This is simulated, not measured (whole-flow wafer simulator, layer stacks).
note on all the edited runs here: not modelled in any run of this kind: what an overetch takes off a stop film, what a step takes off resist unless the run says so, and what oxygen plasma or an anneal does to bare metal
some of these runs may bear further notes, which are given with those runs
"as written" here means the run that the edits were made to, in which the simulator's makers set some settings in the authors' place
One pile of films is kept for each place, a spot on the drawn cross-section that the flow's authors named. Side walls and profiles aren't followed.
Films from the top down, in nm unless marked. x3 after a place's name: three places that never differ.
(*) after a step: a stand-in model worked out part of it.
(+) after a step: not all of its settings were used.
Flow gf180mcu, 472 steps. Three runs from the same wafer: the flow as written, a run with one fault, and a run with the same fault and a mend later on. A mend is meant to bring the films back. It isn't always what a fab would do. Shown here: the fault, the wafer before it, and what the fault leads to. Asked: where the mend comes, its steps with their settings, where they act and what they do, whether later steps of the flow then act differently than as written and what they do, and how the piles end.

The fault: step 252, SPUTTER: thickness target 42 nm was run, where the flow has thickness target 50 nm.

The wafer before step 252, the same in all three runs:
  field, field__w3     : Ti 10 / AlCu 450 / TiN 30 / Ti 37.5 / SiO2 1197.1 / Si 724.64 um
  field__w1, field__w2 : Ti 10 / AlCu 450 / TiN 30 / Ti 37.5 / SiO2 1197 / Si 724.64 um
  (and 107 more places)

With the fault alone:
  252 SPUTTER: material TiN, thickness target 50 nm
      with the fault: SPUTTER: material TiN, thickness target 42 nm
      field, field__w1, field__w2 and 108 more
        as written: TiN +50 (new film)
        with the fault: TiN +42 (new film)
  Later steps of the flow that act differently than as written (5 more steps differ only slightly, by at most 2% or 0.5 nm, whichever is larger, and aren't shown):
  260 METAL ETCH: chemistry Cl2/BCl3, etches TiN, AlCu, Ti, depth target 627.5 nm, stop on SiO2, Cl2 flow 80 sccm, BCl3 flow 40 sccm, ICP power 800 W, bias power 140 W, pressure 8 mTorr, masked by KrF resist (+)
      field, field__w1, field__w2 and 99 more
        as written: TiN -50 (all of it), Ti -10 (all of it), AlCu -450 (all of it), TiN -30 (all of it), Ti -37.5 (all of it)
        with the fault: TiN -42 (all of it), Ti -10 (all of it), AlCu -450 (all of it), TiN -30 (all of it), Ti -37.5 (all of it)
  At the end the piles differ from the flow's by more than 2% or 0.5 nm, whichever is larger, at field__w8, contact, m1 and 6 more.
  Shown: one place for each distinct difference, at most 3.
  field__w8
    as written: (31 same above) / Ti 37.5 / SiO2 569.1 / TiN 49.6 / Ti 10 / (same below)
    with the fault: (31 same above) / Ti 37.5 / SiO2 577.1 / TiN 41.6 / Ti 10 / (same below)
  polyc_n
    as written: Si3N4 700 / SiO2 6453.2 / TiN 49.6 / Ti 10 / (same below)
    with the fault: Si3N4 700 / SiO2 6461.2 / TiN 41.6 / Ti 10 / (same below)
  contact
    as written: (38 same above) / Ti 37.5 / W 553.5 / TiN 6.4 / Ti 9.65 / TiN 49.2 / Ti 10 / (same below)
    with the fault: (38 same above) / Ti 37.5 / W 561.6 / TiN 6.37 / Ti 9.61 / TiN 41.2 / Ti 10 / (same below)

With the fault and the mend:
  The mend comes after step 259.
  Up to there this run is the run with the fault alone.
  259a STRIP: chemistry O2/N2, power 2160 W, pressure 1700 mTorr (*)
      field__w8, contact, m1 and 6 more
        KrF resist -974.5 (all of it)
  259b SPUTTER: material TiN, thickness target 8 nm (the flow's step 252 once more, with other settings)
      field, field__w1, field__w2 and 108 more
        TiN +8
  259c HMDS: 120 C, 60 s (the flow's step 254 once more)
      changes no film at any place that is followed
  259d COAT: KrF resist, thickness 1000 nm (the flow's step 255 once more)
      field, field__w1, field__w2 and 108 more
        KrF resist +1000 (new film)
  259e SOFTBAKE: KrF resist (the flow's step 256 once more)
      changes no film at any place that is followed
  259f EXPOSE: photomask Metal1 (the flow's step 257 once more)
      changes no film at any place that is followed
  259g PEB: KrF resist, 135 C, 90 s (the flow's step 258 once more)
      field, field__w1, field__w2 and 108 more
        KrF resist -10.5
  259h DEVELOP: thickness 1000 nm, 60 s (the flow's step 259 once more)
      field, field__w1, field__w2 and 99 more
        KrF resist -989.5 (all of it)
      field__w8, contact, m1 and 6 more
        KrF resist -14.9
  No later step of the flow acts differently than as written at any place that is followed.
  At the end the piles are the same as the flow's at every place that both follow.
